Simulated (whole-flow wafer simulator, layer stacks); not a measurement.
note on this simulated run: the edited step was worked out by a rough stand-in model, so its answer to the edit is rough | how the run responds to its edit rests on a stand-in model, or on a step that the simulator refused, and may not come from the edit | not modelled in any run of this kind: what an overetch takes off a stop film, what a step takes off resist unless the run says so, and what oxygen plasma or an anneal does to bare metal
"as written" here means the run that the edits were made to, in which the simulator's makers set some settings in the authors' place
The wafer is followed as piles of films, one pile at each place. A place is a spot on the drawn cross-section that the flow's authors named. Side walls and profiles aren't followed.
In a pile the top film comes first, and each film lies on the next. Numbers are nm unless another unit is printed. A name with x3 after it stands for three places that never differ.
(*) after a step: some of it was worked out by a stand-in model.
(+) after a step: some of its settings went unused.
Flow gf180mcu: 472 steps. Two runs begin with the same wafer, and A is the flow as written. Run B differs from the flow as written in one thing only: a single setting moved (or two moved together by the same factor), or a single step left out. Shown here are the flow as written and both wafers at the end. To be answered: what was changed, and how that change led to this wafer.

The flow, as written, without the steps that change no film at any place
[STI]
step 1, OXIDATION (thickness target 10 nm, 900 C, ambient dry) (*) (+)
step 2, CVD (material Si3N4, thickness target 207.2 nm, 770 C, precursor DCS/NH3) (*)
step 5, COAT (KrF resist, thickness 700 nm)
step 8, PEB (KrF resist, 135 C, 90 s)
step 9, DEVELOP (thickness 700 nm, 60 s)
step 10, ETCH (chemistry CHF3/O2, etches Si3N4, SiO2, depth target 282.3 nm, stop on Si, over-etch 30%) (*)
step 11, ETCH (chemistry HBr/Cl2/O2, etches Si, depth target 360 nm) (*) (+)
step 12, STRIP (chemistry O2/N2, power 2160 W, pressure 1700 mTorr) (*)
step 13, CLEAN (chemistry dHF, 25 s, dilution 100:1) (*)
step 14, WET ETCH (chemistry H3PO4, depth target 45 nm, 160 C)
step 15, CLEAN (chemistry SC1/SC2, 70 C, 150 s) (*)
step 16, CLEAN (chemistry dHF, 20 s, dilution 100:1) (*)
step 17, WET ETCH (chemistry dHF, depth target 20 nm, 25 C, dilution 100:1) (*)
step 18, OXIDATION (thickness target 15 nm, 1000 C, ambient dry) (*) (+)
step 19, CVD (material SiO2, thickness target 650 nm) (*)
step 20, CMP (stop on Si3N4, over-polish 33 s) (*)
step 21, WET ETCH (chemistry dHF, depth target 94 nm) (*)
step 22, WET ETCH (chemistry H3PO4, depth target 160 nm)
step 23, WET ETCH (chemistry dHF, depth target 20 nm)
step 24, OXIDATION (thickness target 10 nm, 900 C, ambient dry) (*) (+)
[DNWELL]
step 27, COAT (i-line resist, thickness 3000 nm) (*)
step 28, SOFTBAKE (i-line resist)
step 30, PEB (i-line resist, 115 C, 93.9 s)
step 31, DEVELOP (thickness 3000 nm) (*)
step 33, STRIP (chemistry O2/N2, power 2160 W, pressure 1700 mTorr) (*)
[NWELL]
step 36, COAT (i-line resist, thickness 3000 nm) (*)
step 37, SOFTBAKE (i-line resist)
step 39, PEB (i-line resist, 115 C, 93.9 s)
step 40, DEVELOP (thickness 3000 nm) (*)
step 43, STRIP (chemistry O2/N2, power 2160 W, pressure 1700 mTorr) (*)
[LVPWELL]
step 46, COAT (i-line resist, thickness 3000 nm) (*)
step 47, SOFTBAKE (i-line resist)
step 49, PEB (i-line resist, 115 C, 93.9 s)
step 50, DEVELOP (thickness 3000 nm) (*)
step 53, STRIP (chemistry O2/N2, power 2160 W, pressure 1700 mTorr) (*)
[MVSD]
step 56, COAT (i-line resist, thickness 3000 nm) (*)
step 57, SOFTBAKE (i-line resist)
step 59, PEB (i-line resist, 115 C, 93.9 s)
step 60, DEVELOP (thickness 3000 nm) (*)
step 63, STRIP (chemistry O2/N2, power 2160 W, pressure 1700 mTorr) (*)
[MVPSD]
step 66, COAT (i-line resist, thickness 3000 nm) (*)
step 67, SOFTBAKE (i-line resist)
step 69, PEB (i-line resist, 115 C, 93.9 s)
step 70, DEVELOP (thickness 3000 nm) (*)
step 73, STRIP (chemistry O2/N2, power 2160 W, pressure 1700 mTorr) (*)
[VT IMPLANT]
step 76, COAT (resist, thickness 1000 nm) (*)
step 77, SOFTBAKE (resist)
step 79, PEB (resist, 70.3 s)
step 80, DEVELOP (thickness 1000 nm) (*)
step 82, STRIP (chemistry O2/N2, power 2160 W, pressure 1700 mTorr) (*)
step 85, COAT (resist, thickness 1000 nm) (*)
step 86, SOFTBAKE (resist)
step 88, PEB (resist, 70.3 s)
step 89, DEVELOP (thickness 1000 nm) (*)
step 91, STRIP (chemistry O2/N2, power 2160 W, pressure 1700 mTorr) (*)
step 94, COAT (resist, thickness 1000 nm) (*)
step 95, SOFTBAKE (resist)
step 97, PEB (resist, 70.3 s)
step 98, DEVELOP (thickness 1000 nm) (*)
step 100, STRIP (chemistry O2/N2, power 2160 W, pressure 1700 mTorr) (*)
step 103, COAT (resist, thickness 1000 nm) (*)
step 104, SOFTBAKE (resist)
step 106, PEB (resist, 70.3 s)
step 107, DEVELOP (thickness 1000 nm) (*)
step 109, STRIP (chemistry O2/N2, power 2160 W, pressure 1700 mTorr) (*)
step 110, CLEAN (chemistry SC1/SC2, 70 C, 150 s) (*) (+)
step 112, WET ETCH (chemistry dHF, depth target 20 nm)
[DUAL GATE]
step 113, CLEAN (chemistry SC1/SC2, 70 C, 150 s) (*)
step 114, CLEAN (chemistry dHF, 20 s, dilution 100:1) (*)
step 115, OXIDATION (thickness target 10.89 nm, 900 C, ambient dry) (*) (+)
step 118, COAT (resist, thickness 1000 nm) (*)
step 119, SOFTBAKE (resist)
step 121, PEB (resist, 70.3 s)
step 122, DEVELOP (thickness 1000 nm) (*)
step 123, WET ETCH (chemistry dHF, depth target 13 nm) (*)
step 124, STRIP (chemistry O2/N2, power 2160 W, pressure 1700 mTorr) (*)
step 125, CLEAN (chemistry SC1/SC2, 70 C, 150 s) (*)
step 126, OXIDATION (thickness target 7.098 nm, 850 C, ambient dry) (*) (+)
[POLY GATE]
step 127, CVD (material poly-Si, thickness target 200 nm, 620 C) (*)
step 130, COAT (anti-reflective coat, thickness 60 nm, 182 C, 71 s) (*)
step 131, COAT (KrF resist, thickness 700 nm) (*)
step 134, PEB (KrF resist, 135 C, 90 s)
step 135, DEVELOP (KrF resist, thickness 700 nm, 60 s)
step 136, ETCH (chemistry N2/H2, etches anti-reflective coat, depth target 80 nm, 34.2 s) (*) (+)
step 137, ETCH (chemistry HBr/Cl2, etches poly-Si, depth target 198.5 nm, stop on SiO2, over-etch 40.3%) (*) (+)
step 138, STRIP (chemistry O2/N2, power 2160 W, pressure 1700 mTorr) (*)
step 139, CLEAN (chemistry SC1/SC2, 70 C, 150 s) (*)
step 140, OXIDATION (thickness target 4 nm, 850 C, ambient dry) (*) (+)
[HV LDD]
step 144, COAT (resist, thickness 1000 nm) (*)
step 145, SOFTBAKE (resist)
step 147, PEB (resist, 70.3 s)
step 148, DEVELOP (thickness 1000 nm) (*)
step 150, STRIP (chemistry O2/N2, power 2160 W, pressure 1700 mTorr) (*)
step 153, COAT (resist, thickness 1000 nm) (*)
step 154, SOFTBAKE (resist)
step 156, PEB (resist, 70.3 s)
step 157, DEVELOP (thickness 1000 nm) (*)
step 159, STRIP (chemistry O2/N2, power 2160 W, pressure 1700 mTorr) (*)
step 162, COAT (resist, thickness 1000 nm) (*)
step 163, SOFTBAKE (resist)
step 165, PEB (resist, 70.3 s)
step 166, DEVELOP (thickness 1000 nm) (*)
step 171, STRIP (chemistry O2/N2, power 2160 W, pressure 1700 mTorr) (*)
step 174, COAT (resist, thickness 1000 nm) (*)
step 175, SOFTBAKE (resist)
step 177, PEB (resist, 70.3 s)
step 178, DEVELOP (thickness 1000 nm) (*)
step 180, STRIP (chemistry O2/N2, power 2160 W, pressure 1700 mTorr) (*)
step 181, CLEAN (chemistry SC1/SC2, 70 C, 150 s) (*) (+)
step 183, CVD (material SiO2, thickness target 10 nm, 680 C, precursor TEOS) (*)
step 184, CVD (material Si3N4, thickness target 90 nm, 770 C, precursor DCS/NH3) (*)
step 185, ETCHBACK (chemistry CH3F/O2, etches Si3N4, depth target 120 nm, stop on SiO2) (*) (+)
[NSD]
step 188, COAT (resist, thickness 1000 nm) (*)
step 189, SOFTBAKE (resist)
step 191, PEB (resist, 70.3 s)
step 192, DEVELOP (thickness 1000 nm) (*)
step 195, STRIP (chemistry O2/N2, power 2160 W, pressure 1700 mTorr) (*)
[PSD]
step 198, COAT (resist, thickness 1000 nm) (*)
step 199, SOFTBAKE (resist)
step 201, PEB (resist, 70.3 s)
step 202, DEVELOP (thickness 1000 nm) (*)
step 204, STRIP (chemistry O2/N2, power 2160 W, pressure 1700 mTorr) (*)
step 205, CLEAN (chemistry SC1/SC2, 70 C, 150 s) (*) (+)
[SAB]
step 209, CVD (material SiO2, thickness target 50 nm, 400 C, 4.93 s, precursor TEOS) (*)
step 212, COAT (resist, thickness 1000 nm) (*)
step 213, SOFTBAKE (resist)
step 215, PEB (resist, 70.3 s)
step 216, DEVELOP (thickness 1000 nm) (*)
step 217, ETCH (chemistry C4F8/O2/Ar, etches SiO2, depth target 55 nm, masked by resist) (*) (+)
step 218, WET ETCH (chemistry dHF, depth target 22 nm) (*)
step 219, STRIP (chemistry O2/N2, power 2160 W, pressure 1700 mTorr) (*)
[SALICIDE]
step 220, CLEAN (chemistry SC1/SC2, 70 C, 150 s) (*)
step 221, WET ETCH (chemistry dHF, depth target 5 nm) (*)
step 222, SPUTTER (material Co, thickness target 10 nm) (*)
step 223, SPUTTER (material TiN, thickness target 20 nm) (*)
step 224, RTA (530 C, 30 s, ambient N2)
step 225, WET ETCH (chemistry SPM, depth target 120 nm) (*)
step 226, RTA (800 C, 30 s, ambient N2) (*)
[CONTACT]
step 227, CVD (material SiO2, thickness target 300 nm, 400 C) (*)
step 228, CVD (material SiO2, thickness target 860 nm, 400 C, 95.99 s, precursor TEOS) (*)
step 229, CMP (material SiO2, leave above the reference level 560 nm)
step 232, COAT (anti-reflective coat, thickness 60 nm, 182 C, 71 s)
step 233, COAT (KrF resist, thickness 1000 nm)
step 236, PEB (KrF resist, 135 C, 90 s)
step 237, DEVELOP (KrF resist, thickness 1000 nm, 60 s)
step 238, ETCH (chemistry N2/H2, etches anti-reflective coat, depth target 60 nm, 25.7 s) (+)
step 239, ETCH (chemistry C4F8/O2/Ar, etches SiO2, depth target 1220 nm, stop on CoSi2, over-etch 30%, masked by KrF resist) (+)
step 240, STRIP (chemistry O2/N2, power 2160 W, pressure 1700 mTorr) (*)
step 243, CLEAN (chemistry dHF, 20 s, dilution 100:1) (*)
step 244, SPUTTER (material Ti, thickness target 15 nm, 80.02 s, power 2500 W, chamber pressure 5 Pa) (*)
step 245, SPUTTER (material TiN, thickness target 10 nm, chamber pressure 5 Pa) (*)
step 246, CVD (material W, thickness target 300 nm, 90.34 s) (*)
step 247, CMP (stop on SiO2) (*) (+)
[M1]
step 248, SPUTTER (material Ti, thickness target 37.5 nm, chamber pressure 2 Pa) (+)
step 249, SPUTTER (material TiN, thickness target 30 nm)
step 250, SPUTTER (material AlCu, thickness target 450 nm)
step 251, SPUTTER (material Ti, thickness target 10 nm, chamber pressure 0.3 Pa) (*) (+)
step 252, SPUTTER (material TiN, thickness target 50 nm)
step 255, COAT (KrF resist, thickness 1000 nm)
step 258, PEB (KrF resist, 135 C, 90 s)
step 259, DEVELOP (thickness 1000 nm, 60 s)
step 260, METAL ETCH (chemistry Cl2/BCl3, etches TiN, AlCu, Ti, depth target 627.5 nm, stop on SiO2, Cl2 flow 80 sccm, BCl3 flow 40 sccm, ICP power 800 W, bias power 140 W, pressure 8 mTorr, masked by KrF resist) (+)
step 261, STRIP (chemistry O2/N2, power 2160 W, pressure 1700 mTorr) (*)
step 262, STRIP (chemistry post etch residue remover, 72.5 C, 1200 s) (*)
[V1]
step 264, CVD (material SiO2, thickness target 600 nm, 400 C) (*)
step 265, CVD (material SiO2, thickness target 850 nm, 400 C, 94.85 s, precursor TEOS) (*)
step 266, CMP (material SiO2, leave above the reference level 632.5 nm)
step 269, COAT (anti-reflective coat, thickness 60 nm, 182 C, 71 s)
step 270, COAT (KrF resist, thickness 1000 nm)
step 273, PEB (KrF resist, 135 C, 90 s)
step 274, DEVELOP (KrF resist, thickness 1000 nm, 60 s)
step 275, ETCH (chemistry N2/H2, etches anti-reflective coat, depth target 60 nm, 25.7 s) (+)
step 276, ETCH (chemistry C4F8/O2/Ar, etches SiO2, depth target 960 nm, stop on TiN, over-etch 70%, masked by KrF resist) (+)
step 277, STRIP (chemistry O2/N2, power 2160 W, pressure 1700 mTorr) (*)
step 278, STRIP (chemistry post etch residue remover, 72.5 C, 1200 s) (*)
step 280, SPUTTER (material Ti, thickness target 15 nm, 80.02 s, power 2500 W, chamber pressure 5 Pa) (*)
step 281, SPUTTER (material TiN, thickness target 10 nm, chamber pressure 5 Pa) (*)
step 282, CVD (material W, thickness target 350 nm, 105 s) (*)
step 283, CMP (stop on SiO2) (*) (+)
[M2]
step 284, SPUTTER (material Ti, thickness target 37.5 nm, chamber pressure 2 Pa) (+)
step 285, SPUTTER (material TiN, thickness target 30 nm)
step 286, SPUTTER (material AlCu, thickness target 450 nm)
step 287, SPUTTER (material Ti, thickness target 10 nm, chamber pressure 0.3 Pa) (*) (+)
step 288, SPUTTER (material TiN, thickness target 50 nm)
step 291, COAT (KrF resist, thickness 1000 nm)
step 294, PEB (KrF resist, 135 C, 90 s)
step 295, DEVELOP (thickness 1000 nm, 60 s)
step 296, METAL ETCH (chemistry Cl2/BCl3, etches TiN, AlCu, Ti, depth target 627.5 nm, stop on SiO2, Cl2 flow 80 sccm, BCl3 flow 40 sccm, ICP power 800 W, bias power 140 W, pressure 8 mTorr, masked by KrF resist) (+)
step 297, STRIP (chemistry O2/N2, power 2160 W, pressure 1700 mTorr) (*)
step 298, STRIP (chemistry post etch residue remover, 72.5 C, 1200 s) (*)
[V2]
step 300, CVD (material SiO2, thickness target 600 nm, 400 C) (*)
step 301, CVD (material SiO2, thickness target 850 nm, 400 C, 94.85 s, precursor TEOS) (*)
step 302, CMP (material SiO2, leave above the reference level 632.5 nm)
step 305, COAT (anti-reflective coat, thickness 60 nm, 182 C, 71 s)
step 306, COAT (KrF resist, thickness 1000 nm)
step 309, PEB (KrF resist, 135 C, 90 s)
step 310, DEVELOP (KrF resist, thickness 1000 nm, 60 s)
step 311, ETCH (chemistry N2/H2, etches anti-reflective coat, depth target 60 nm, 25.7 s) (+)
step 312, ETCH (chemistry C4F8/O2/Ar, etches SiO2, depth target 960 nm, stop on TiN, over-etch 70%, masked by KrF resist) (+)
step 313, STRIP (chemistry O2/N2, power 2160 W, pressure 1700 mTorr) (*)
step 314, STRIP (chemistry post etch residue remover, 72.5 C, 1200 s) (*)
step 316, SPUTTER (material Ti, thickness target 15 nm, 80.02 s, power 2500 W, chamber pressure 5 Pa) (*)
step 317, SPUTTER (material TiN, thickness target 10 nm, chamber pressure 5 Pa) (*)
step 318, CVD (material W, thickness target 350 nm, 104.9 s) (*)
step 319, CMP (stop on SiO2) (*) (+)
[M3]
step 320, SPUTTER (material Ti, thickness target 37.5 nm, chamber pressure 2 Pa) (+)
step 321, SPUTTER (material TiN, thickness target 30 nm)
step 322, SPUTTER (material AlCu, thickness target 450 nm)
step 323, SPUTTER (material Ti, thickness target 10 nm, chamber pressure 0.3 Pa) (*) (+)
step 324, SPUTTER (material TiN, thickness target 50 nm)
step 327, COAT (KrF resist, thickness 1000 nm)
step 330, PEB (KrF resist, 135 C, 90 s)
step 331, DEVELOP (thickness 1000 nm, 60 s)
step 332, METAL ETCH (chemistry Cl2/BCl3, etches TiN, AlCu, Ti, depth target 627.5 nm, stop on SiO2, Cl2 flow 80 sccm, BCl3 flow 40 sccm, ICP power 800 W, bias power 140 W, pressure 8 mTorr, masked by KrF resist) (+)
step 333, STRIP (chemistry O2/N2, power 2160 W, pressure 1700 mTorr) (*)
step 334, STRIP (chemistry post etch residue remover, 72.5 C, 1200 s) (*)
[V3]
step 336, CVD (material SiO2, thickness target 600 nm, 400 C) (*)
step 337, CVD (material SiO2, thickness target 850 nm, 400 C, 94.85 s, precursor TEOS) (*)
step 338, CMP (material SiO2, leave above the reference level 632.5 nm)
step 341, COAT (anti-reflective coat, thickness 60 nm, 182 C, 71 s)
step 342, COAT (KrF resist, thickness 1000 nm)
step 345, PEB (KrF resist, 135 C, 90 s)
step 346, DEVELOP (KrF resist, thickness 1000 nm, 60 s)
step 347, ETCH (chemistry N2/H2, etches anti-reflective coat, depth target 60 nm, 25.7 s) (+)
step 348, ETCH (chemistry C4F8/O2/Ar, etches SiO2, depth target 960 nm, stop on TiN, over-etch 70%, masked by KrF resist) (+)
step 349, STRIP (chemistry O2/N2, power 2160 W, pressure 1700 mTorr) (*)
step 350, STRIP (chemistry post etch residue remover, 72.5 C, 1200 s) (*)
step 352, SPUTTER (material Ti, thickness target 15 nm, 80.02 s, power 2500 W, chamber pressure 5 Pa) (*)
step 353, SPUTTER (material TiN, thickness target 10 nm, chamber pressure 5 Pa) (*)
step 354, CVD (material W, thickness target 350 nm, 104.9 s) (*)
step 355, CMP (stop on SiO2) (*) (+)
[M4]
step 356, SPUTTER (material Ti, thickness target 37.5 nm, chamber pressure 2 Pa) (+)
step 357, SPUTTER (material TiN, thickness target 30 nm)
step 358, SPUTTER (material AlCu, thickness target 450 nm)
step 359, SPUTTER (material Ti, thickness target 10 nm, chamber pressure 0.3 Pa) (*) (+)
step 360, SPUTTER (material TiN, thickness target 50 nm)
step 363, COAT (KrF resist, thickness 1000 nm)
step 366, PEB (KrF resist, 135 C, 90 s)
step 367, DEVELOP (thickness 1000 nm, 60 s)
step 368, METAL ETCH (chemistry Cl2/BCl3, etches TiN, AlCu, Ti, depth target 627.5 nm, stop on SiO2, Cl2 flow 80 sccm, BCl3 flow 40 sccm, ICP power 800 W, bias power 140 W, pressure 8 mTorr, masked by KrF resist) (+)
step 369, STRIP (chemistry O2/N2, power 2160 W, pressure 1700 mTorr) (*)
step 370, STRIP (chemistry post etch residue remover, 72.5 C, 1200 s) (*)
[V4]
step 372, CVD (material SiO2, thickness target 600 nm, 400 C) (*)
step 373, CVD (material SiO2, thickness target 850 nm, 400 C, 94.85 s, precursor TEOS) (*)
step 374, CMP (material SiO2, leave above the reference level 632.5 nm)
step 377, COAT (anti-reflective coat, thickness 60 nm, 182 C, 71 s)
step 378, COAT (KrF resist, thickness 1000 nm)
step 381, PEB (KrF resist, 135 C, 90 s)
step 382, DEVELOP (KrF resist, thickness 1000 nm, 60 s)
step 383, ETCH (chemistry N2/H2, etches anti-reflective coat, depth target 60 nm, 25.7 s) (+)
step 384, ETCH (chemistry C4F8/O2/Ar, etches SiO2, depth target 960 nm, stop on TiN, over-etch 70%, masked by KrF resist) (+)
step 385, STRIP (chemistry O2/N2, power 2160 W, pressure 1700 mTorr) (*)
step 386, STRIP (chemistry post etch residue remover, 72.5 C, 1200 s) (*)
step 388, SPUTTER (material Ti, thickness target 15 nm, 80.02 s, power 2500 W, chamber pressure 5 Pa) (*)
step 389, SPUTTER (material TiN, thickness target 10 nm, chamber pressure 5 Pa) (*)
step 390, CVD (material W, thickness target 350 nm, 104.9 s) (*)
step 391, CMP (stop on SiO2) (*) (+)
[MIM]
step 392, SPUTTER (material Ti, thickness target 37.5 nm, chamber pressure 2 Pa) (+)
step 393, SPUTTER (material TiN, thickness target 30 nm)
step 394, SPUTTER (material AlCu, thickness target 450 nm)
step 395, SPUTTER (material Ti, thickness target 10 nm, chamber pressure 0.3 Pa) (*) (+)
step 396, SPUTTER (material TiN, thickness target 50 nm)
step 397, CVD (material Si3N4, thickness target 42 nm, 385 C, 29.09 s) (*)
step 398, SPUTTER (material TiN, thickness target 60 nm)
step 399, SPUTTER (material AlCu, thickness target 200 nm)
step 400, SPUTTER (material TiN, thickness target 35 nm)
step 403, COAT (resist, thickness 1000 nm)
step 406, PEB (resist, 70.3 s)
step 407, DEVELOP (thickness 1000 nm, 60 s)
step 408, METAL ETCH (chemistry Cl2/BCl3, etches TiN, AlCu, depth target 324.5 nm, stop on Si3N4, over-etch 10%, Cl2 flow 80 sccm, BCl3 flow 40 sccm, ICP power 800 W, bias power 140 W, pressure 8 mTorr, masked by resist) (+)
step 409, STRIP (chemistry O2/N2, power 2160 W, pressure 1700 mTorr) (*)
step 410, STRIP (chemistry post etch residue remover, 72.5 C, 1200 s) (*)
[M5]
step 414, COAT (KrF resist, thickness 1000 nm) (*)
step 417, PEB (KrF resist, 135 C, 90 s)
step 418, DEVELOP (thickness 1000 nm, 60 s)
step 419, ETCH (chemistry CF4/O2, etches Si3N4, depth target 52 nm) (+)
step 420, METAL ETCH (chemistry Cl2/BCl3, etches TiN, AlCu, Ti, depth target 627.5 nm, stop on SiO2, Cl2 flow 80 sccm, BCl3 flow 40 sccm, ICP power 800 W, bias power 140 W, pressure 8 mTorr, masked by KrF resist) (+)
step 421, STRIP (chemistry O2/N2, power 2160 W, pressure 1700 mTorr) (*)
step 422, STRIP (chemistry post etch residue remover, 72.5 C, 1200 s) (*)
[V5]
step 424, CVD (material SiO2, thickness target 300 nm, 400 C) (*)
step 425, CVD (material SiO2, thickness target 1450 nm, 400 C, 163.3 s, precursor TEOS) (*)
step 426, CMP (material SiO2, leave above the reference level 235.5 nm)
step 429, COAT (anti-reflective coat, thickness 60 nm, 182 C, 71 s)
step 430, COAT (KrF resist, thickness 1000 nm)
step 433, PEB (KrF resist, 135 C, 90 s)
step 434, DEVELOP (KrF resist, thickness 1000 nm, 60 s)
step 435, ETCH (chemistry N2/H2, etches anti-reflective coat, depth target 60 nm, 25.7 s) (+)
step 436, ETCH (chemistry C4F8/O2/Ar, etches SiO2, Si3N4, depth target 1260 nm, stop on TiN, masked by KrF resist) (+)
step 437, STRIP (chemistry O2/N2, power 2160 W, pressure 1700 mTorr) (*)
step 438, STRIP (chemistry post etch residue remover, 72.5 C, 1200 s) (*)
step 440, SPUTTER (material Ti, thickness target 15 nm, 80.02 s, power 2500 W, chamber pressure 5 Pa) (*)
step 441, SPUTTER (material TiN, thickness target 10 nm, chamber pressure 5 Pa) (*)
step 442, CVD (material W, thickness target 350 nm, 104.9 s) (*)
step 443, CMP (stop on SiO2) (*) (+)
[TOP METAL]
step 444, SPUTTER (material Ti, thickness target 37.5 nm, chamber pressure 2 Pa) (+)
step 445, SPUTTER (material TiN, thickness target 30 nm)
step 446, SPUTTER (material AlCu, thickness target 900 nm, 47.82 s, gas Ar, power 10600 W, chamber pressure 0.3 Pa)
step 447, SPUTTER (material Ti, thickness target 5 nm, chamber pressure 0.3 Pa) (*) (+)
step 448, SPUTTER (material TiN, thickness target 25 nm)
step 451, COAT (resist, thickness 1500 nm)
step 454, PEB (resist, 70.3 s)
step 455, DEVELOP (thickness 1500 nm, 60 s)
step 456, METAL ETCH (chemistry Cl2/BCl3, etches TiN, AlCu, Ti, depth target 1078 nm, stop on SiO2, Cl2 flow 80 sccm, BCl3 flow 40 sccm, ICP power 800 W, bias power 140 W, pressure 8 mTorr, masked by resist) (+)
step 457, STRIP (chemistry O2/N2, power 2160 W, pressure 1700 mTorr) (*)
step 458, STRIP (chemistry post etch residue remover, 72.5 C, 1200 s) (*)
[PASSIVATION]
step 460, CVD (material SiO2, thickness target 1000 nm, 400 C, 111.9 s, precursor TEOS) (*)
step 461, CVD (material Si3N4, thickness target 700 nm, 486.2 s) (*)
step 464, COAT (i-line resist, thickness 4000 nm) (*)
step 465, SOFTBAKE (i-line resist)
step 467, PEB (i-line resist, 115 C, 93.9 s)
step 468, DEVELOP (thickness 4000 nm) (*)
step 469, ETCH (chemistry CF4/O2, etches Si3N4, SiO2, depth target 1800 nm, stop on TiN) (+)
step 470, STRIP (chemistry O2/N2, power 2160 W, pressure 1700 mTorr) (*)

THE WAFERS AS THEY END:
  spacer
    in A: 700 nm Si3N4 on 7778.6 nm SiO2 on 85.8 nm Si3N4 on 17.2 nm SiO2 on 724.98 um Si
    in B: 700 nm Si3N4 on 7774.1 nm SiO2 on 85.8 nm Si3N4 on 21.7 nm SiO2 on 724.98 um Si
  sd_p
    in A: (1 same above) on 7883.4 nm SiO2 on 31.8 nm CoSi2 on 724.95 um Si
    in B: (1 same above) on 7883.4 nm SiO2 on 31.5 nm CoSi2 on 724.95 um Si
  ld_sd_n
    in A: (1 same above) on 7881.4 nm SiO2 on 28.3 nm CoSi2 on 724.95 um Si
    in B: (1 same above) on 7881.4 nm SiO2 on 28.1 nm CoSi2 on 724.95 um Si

What caused this: step 183, CVD: thickness target 14.5 nm was run, whereas the flow has thickness target 10 nm.

Step by step, how the change led to this:
  step 183, CVD (material SiO2, thickness target 10 nm, 680 C, precursor TEOS) (*)
      field, field__w1, field__w2 and 99 more: A SiO2 gains 10 | B SiO2 gains 14.5
      ld_drift_p: A SiO2 gains 9.87 | B SiO2 gains 14.3
      (also at 1 further place)
  step 189, SOFTBAKE (resist)
      field__w9: A resist gains 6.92 | B resist loses 3.09
      field_sub__w1: A resist gains 7.47 | B resist gains 9.76
  step 199, SOFTBAKE (resist)
      field__w9: A resist gains 6.92 | B resist loses 3.09
      field_sub__w1: A resist gains 7.47 | B resist gains 9.76
  step 218, WET ETCH (chemistry dHF, depth target 22 nm) (*)
      gate, gate_hv, gate_p and 23 more: A SiO2 loses 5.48 (all of it) | B SiO2 loses 9.98 (all of it)
      field, field__w10, sti and 14 more: A SiO2 loses 24.5 | B SiO2 loses 25.2
      (also at 55 further places)
  step 229, CMP (material SiO2, leave above the reference level 560 nm)
      mim: A SiO2 loses 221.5 | B SiO2 loses 226.5
